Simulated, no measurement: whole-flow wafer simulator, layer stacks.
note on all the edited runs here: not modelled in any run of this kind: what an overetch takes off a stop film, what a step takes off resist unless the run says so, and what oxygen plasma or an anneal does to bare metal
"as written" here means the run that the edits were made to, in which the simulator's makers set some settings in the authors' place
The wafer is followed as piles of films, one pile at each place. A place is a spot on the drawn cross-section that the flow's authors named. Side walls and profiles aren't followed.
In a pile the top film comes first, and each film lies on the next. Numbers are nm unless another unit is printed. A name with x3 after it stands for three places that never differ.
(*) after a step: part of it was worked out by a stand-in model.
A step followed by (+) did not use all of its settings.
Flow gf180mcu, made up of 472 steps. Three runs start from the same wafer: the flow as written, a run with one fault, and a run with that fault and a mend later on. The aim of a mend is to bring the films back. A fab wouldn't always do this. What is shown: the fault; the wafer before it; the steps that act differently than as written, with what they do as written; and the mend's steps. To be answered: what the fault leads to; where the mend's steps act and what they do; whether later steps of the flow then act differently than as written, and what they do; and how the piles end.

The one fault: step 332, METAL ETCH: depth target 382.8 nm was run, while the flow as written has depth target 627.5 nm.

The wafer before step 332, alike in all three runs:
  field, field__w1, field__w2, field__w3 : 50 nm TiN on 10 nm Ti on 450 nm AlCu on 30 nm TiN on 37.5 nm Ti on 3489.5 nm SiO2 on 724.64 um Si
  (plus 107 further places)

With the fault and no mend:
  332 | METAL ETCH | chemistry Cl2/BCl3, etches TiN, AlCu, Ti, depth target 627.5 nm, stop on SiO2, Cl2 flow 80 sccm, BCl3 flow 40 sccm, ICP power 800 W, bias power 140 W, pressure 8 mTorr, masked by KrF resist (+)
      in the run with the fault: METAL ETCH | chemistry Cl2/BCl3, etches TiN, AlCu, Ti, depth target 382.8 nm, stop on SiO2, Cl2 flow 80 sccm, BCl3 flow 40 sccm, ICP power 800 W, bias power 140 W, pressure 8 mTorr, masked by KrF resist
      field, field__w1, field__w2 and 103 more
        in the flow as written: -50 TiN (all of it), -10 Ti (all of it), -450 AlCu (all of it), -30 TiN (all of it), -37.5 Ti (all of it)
        in the run with the fault: -50 TiN (all of it), -10 Ti (all of it), -322.8 AlCu
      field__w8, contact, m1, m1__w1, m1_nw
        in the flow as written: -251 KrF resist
        in the run with the fault: -153.1 KrF resist
  Later steps of the flow acting differently than as written:
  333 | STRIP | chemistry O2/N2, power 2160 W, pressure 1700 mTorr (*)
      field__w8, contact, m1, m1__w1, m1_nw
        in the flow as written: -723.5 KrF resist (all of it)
        in the run with the fault: -821.4 KrF resist (all of it)
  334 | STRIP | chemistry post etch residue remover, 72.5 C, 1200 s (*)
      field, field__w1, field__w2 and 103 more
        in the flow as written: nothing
        in the run with the fault: -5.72 AlCu
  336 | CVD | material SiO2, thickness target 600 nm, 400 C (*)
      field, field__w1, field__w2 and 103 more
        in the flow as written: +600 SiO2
        in the run with the fault: +600 SiO2 (new film)
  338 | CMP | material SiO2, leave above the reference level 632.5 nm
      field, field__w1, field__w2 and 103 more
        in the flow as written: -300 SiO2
        in the run with the fault: -489 SiO2
  By the end, the piles at field, field__w1, field__w2 and 104 more depart from the flow's by more than 2% or 0.5 nm, whichever is larger.
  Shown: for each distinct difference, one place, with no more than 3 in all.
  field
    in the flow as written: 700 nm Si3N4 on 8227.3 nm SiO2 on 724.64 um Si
    in the run with the fault: 700 nm Si3N4 on 4548.8 nm SiO2 on 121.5 nm AlCu on 30 nm TiN on 37.5 nm Ti on 3489.5 nm SiO2 on 724.64 um Si
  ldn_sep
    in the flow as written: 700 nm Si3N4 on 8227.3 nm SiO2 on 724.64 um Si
    in the run with the fault: 700 nm Si3N4 on 4548.8 nm SiO2 on 121.5 nm AlCu on 30 nm TiN on 37.5 nm Ti on 3489.4 nm SiO2 on 724.64 um Si
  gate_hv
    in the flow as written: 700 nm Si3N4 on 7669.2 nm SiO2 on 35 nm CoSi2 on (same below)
    in the run with the fault: 700 nm Si3N4 on 4548.8 nm SiO2 on 121.5 nm AlCu on 30 nm TiN on 37.5 nm Ti on 2931.3 nm SiO2 on 35 nm CoSi2 on (same below)

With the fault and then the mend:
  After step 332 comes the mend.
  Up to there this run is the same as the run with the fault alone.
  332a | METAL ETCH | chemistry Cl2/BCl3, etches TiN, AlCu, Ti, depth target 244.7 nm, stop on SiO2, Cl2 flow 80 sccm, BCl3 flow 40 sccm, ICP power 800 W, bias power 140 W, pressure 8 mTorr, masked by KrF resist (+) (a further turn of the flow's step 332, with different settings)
      field, field__w1, field__w2 and 103 more
        -127.2 AlCu (all of it), -30 TiN (all of it), -37.5 Ti (all of it)
      field__w8, contact, m1, m1__w1, m1_nw
        -97.9 KrF resist
  Every later step of the flow that is run acts as written at every place that is followed.
  At every place that both follow, the piles at the end match the flow's.
